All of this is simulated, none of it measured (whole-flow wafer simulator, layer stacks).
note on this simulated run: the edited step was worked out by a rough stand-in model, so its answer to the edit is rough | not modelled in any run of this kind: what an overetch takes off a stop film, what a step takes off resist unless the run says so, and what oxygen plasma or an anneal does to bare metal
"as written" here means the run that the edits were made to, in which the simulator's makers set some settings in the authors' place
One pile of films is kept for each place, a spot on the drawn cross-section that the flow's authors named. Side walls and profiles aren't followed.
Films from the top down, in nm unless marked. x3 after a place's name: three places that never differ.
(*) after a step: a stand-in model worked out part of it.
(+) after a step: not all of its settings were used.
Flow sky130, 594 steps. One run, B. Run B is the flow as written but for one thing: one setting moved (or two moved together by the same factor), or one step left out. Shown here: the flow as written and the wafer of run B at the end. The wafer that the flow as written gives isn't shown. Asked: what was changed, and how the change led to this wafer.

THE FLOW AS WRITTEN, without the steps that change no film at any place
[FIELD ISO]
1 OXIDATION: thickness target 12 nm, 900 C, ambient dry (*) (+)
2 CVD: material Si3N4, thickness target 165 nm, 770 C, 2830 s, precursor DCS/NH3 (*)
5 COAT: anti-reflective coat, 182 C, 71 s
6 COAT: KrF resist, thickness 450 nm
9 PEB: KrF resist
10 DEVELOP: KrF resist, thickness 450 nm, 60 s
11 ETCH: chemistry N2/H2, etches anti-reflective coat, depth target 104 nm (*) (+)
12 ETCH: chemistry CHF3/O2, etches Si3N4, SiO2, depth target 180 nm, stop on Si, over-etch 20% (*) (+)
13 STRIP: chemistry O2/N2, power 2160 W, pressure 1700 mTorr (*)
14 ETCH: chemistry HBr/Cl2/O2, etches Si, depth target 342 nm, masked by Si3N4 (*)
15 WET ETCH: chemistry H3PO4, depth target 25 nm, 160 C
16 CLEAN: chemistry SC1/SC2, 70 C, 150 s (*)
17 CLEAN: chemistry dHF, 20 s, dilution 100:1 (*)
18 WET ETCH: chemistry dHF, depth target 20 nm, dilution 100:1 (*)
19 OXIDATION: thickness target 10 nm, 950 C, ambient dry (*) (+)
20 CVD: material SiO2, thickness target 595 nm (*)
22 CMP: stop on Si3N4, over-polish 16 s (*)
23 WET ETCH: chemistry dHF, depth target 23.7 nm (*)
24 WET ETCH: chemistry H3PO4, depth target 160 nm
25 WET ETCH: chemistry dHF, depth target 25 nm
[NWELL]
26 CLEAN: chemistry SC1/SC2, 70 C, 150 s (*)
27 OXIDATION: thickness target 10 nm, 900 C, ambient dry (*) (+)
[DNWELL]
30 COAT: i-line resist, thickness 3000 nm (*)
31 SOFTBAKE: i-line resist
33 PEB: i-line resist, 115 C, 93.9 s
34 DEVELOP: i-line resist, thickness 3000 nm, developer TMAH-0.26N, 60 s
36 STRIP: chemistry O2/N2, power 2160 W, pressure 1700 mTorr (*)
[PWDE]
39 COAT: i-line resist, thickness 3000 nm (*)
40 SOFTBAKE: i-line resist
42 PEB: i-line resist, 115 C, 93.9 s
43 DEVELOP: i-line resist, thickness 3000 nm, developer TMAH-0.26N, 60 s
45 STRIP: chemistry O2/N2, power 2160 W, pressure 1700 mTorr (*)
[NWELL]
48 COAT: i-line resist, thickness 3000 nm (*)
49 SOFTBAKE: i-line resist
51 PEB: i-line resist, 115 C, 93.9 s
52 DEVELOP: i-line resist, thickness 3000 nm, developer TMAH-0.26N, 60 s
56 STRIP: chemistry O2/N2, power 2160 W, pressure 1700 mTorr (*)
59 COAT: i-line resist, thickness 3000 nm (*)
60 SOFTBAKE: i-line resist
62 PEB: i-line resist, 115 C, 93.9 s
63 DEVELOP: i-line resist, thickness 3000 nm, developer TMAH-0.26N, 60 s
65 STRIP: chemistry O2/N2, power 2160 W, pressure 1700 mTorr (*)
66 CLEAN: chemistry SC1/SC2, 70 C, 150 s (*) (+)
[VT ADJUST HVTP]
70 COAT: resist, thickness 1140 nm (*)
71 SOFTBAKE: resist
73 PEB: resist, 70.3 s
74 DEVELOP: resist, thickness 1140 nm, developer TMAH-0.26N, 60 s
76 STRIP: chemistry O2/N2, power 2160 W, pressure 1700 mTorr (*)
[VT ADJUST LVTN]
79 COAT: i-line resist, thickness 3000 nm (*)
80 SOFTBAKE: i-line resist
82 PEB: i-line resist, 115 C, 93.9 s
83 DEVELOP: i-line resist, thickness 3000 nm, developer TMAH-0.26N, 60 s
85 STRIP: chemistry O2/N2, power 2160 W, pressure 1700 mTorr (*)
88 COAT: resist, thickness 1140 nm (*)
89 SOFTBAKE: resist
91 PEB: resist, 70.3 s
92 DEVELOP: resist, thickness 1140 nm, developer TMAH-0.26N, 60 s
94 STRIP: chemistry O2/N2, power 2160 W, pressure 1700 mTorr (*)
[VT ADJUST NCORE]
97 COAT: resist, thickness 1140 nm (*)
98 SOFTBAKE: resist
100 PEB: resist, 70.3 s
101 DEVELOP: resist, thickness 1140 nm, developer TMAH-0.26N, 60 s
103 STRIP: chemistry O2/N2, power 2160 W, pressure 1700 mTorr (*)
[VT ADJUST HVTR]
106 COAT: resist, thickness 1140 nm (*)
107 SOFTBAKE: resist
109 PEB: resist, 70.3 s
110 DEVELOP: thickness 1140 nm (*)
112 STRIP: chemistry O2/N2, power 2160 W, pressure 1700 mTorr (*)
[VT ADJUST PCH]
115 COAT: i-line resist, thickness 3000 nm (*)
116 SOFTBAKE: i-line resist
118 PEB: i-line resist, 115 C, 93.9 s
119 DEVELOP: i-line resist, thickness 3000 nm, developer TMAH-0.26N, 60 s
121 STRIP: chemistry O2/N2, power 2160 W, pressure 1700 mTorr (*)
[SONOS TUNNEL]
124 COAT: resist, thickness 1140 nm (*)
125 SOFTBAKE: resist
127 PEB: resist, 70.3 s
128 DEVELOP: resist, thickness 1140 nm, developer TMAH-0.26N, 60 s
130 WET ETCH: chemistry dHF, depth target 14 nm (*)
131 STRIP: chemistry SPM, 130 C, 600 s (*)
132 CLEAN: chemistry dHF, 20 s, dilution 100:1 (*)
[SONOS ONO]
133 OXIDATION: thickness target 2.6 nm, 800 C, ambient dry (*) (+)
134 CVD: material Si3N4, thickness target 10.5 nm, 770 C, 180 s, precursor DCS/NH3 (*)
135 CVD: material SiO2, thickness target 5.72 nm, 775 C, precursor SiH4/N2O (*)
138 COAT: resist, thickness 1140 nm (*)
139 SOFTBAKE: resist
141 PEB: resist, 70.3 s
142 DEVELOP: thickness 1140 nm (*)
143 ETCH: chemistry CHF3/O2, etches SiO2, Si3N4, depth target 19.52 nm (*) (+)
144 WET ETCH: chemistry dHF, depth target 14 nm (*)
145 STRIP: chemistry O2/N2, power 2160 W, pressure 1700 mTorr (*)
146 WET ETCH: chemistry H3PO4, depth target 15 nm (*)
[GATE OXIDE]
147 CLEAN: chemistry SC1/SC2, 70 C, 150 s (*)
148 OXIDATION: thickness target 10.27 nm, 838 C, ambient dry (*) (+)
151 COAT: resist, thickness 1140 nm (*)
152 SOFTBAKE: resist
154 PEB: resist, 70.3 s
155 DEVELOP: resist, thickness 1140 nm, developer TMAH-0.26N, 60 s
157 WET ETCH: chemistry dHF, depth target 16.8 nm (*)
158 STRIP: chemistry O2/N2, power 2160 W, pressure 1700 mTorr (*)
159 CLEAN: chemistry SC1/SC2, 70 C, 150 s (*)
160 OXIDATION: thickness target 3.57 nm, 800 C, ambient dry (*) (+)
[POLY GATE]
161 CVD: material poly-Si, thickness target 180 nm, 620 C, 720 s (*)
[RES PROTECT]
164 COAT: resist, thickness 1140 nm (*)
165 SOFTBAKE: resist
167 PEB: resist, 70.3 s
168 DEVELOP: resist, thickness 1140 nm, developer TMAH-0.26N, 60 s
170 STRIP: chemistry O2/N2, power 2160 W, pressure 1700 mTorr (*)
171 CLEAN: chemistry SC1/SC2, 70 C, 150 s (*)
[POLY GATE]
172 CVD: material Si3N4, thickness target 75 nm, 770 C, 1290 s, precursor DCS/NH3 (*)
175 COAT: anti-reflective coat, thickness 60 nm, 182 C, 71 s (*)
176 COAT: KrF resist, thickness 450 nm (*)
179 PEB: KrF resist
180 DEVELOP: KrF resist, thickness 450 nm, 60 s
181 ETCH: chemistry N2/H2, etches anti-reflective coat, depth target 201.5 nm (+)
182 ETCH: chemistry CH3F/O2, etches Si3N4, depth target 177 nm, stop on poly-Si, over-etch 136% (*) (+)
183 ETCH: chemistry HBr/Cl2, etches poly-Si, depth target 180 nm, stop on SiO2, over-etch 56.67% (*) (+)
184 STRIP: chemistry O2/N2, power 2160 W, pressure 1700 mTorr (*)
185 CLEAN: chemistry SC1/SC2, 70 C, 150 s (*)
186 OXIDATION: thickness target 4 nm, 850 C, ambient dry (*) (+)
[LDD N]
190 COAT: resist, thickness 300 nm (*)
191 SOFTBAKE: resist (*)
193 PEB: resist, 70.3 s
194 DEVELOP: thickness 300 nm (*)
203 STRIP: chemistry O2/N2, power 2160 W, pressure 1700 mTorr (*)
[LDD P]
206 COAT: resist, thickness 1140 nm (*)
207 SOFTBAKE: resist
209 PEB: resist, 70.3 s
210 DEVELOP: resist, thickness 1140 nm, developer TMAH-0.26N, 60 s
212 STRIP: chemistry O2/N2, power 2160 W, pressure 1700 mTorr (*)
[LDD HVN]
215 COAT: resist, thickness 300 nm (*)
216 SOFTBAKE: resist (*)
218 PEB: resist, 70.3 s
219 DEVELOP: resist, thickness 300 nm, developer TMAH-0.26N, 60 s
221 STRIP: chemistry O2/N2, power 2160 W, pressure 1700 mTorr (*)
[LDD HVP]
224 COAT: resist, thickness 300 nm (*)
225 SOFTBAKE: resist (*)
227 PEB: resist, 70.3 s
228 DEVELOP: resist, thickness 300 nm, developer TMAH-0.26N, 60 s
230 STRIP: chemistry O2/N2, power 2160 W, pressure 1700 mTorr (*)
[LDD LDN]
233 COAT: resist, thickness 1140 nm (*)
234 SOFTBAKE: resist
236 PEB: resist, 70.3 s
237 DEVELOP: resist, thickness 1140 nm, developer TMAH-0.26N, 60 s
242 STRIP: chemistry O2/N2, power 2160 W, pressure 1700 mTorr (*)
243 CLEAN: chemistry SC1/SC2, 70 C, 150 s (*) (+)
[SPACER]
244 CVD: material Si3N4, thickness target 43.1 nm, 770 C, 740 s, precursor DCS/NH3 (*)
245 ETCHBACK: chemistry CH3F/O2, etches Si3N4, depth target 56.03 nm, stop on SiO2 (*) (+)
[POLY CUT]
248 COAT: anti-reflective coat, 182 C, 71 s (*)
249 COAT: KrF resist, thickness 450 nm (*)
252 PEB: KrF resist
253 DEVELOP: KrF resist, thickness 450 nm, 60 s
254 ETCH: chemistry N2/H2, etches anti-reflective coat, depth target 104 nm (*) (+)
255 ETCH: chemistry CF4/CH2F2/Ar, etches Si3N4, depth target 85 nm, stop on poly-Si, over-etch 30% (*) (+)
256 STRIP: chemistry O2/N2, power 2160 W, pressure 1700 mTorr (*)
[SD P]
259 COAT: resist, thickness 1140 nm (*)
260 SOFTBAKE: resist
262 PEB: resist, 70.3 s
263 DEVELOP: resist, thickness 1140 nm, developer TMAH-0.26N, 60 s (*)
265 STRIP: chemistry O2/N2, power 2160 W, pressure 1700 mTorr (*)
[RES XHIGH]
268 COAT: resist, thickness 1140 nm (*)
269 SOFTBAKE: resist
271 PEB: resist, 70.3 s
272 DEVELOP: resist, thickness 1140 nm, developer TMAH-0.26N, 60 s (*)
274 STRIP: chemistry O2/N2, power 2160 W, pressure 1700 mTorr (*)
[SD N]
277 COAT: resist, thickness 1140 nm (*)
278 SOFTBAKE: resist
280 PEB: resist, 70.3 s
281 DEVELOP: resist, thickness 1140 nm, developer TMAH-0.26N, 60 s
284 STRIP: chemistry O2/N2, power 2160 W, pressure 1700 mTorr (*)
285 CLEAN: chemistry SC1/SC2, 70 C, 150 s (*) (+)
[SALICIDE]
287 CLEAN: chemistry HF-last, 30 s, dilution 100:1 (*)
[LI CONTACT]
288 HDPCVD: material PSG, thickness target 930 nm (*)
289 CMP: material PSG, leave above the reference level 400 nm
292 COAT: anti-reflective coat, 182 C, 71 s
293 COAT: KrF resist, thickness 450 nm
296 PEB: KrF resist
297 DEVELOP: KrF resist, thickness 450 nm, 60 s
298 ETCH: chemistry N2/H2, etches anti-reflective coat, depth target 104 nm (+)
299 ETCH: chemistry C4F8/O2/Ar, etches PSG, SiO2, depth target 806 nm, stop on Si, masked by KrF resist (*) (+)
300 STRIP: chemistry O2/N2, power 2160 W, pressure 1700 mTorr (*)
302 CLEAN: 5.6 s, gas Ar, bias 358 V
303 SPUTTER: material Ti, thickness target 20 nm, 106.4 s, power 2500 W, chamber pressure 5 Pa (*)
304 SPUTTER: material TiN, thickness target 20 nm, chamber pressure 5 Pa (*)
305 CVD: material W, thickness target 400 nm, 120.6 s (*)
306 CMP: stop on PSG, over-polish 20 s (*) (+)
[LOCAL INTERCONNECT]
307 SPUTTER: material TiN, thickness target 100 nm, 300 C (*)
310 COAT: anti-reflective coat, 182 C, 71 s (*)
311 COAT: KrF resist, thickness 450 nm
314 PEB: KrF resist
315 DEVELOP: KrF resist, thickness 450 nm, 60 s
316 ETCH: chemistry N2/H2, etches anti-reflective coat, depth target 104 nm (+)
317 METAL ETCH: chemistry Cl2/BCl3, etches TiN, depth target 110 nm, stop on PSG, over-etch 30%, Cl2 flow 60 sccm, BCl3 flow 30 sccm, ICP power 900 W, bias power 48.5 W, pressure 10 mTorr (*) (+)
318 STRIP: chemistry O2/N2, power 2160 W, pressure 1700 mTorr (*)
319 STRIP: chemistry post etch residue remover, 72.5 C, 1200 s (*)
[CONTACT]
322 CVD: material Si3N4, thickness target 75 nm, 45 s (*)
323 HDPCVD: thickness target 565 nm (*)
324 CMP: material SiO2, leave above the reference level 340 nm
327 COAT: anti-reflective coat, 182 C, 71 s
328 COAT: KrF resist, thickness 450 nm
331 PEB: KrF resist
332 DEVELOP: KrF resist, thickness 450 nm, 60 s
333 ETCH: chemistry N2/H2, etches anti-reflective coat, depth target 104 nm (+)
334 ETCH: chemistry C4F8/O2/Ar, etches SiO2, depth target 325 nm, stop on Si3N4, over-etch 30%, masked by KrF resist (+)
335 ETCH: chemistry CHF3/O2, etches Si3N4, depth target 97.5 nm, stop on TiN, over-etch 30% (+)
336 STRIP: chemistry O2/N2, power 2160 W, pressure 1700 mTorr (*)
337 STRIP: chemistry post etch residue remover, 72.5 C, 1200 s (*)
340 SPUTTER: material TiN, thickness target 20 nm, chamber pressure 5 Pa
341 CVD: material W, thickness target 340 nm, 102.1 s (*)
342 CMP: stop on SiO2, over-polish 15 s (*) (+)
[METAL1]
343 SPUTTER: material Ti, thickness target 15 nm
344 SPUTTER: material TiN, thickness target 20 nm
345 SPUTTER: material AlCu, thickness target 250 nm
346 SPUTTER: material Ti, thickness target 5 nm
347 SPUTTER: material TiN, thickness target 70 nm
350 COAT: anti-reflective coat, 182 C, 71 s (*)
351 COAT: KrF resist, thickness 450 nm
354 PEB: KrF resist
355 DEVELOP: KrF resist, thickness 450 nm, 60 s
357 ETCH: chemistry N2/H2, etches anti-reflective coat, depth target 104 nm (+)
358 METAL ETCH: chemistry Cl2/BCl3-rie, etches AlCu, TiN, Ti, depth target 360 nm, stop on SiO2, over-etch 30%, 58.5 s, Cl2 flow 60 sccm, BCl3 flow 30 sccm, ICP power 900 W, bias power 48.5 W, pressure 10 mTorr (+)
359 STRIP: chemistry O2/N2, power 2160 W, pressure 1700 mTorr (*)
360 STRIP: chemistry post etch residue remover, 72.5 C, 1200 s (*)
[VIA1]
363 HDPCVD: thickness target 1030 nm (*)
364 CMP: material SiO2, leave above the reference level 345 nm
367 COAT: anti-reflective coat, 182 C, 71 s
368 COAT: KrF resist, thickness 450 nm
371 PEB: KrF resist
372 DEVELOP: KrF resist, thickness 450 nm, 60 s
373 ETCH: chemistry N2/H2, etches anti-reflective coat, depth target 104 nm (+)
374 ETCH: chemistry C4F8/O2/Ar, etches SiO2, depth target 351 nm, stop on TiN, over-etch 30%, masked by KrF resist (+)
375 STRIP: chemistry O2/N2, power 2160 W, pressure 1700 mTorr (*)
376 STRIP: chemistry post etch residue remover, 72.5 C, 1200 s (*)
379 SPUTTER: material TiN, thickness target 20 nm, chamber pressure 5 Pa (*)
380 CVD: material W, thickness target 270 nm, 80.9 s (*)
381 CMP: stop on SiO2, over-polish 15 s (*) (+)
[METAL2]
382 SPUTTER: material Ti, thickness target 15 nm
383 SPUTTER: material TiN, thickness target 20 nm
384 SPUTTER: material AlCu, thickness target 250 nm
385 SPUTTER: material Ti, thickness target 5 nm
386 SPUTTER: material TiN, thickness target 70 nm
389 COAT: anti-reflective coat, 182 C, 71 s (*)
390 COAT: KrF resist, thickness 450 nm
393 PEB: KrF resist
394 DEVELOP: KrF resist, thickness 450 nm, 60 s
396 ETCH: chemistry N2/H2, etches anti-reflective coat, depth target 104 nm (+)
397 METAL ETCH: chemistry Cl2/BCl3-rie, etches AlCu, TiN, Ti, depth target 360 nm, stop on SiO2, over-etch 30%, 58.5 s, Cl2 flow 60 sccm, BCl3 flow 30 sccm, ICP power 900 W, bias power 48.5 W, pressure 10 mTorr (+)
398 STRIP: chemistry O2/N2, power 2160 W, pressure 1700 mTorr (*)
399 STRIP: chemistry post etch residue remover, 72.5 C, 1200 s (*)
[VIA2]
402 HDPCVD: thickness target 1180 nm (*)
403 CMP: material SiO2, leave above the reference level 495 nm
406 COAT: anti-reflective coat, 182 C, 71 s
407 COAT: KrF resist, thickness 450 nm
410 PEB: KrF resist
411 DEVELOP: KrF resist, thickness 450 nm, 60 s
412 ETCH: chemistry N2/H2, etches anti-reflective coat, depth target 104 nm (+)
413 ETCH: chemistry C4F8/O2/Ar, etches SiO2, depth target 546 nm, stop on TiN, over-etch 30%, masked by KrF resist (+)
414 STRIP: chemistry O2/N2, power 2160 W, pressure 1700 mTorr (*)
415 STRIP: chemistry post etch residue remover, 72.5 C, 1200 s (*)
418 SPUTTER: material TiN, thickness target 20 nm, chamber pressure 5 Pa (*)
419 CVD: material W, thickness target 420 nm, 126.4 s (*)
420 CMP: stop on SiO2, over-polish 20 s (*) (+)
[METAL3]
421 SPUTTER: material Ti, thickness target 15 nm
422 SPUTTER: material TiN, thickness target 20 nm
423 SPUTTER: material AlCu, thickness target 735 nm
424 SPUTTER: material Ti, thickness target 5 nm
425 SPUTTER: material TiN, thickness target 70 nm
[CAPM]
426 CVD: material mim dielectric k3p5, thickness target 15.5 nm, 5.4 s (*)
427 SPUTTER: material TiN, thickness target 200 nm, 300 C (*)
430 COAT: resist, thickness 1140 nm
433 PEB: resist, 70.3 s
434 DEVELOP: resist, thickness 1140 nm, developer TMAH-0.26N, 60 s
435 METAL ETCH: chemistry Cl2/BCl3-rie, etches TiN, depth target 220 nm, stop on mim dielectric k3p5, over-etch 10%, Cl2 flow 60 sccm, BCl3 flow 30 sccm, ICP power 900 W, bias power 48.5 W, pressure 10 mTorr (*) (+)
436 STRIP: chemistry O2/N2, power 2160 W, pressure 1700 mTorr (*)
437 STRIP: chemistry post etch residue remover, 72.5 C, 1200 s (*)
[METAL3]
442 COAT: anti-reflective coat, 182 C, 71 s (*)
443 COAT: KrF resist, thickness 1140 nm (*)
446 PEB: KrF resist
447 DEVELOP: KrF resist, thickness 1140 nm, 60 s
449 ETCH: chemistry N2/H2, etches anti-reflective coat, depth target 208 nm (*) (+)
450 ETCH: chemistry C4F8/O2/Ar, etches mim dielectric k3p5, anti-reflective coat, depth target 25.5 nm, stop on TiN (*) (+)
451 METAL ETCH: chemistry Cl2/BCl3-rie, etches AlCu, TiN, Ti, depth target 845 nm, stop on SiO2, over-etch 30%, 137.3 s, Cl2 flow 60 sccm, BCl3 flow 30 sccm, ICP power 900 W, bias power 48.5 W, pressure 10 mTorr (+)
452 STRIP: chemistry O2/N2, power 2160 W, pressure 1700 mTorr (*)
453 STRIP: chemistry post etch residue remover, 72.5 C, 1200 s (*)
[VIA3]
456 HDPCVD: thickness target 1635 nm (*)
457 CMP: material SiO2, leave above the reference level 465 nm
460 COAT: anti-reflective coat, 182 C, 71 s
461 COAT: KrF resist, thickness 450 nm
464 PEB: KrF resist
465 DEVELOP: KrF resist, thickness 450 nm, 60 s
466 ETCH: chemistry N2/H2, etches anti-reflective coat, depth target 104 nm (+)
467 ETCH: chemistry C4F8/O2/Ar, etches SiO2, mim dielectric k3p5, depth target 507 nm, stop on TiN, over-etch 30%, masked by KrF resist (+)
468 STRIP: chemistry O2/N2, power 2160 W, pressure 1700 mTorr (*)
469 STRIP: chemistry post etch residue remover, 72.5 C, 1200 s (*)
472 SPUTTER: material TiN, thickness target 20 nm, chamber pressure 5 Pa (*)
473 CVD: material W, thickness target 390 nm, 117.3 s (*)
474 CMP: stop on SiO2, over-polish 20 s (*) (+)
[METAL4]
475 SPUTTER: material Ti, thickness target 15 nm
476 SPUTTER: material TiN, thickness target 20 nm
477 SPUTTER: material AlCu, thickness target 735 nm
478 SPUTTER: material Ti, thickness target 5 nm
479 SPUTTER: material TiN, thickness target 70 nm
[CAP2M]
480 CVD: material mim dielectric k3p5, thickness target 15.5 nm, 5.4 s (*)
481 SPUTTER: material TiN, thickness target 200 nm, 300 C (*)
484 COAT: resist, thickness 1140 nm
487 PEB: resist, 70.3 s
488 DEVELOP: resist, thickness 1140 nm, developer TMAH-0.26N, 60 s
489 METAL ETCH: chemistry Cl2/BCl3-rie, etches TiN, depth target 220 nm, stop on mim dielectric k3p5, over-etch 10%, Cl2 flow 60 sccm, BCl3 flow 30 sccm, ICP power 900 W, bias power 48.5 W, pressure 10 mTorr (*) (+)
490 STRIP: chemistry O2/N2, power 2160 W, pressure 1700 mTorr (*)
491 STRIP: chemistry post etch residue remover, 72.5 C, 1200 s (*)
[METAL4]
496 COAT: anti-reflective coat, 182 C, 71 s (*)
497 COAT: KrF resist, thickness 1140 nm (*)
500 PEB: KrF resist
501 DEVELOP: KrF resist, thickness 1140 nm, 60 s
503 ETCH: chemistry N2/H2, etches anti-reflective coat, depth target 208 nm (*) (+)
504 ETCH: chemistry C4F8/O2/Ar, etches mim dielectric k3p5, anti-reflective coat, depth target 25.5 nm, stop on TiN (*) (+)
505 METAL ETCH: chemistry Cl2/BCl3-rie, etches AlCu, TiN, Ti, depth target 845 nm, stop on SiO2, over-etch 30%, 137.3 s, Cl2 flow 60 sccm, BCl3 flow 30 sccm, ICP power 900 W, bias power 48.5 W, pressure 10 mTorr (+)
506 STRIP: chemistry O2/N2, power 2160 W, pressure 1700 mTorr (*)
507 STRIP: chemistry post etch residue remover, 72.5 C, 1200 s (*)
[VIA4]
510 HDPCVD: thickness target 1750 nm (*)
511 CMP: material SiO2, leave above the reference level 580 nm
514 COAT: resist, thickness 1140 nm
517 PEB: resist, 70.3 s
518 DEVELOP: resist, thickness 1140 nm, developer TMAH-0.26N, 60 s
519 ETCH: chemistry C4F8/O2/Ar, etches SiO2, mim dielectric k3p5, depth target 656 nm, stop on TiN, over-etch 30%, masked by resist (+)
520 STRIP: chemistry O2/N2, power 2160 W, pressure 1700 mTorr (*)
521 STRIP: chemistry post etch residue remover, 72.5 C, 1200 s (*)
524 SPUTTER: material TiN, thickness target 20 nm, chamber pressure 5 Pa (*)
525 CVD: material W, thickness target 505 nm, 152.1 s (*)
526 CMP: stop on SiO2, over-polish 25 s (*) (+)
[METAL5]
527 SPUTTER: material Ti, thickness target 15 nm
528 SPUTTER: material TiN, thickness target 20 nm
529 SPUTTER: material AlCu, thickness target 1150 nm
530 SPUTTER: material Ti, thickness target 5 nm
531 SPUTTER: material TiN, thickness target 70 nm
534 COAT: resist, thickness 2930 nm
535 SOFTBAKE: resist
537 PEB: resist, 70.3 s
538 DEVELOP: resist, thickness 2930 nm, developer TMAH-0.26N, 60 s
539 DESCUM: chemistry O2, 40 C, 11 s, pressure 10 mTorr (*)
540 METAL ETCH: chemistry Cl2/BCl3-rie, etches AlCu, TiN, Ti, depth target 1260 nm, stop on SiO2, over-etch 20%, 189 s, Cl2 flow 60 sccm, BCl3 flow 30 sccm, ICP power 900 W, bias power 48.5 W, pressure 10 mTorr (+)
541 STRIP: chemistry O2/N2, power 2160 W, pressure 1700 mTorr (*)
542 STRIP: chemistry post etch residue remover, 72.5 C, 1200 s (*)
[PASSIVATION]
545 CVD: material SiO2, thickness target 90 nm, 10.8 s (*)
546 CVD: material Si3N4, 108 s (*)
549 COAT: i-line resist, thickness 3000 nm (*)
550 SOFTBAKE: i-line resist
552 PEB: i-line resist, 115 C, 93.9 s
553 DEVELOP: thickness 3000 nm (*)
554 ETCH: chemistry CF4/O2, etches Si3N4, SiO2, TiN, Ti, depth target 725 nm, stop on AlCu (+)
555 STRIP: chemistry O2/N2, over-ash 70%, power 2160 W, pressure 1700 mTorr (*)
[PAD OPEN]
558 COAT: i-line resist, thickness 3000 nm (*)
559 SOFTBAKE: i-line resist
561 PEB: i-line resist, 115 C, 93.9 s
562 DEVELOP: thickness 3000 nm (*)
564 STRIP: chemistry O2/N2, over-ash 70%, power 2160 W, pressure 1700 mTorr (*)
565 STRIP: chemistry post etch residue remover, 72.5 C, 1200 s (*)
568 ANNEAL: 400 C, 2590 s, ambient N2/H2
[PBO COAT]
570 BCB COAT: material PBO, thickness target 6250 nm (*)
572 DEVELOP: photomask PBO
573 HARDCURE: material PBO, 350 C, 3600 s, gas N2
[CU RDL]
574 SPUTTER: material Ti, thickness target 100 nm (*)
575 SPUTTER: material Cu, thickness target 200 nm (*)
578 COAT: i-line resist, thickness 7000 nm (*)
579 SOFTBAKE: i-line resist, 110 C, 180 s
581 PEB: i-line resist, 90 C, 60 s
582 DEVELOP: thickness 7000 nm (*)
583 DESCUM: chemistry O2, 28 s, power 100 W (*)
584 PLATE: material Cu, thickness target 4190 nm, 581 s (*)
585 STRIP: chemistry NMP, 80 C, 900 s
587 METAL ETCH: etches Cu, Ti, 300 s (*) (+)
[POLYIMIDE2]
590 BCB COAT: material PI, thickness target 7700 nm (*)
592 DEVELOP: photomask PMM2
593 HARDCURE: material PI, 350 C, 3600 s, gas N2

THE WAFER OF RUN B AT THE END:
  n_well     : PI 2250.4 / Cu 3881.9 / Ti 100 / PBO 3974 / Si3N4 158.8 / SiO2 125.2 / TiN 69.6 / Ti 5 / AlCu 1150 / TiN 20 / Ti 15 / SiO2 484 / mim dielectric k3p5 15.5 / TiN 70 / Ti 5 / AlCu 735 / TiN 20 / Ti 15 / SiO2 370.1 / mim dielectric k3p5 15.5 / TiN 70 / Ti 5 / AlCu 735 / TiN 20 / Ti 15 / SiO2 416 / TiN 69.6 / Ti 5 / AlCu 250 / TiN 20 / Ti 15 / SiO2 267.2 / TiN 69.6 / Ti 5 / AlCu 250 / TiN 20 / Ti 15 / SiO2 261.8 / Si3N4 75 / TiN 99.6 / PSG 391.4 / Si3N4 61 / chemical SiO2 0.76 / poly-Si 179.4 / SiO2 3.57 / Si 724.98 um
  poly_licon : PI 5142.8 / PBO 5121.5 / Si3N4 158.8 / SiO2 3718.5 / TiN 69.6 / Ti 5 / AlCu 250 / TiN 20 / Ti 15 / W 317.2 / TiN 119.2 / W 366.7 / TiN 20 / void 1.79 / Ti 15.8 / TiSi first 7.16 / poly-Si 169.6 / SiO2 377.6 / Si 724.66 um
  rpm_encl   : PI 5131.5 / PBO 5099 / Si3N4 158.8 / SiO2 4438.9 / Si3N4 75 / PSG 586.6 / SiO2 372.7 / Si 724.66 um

The cause: step 575, SPUTTER: thickness target 82 nm was run, where the flow has thickness target 200 nm.

How the change led to this, step by step:
  575 SPUTTER: material Cu, thickness target 200 nm (*)
      field, active, n_well and 190 more: Cu +82 (new film) (as written it would be: Cu +200 (new film))
  587 METAL ETCH: etches Cu, Ti, 300 s (*) (+)
      field, active, gate and 167 more: Cu -82 (all of it), Ti -100 (all of it) (as written it would be: Cu -200 (all of it), Ti -100 (all of it))
  590 BCB COAT: material PI, thickness target 7700 nm (*)
      n_well, p_well, sd_n, sd_p: PI +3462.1 (new film) (as written it would be: PI +3344.1 (new film))
      mim: PI +3783.2 (new film) (as written it would be: PI +3670.5 (new film))
      (and at 14 more places)
  593 HARDCURE: material PI, 350 C, 3600 s, gas N2
      n_well, p_well, sd_n, sd_p: PI -1211.7 (as written it would be: PI -1170.4)
